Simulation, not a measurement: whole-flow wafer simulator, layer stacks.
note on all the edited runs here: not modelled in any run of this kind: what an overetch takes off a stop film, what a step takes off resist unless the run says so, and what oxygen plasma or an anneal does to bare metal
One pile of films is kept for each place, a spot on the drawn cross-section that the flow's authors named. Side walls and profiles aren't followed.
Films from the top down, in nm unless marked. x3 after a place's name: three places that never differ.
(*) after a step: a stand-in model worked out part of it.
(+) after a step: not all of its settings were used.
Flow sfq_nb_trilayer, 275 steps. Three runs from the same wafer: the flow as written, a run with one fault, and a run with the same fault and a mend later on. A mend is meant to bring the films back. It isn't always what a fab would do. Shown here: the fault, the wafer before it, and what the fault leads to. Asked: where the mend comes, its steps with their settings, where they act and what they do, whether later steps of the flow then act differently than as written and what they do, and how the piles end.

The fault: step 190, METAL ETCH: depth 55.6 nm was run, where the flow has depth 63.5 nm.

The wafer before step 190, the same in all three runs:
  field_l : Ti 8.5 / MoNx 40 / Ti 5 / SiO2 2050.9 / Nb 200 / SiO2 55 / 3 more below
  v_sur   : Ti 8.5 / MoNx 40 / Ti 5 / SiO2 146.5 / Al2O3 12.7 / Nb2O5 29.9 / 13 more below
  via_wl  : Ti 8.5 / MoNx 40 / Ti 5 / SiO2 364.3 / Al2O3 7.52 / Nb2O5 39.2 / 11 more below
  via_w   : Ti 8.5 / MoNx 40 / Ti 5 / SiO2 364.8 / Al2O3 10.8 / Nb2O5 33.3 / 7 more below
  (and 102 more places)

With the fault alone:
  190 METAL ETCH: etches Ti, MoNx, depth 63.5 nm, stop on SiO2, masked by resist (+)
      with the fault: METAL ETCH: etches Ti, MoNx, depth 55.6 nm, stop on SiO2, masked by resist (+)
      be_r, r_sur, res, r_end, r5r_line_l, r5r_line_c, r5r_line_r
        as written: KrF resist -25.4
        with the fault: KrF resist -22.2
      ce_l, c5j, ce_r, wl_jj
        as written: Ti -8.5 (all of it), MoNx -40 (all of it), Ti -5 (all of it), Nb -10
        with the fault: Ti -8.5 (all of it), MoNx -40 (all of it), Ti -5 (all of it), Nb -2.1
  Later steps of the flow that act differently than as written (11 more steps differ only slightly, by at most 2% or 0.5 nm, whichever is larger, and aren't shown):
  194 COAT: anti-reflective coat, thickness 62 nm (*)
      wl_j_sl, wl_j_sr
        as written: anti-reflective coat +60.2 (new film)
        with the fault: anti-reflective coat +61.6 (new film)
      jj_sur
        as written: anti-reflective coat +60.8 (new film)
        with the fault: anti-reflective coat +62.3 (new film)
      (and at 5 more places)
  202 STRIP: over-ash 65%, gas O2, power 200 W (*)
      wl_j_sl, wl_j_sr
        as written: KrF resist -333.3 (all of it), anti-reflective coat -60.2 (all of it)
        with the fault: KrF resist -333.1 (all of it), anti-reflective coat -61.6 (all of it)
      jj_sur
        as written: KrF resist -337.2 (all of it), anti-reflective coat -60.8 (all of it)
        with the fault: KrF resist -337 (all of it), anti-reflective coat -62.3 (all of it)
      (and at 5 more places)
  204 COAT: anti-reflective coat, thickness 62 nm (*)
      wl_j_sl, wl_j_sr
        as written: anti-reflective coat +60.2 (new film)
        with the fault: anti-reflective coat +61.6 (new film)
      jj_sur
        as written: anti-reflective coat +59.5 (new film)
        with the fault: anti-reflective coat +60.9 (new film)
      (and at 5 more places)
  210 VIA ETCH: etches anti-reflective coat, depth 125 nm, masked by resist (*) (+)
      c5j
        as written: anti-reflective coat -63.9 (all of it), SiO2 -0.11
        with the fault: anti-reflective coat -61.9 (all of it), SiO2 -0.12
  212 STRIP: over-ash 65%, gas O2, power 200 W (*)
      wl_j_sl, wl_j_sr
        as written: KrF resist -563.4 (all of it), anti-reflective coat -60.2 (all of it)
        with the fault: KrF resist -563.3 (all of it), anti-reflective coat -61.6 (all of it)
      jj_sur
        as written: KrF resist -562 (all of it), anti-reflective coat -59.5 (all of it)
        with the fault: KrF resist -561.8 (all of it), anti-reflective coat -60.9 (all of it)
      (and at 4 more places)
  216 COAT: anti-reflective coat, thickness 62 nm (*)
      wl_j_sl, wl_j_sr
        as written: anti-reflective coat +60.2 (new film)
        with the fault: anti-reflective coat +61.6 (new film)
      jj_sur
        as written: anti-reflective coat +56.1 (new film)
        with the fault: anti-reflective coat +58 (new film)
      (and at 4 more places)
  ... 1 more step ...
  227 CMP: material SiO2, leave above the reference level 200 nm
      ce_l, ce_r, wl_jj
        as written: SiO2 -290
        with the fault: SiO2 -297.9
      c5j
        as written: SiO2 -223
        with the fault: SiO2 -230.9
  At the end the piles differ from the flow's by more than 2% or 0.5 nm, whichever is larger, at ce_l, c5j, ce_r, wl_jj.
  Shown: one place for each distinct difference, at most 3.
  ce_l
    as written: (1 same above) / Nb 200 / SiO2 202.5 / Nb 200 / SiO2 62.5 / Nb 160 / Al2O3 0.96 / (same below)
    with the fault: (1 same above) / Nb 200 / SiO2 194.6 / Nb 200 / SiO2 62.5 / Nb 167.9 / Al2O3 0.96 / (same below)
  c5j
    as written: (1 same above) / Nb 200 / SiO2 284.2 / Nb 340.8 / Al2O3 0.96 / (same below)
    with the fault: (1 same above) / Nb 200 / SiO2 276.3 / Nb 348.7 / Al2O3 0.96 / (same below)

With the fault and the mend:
  The mend comes after step 190.
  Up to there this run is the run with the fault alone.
  190a METAL ETCH: etches Ti, MoNx, depth 7.9 nm, stop on SiO2, masked by resist (the flow's step 190 once more, with other settings)
      be_r, r_sur, res, r_end, r5r_line_l, r5r_line_c, r5r_line_r
        KrF resist -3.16
      ce_l, c5j, ce_r, wl_jj
        Nb -7.9
  No later step of the flow acts differently than as written at any place that is followed.
  At the end the piles are the same as the flow's at every place that both follow.
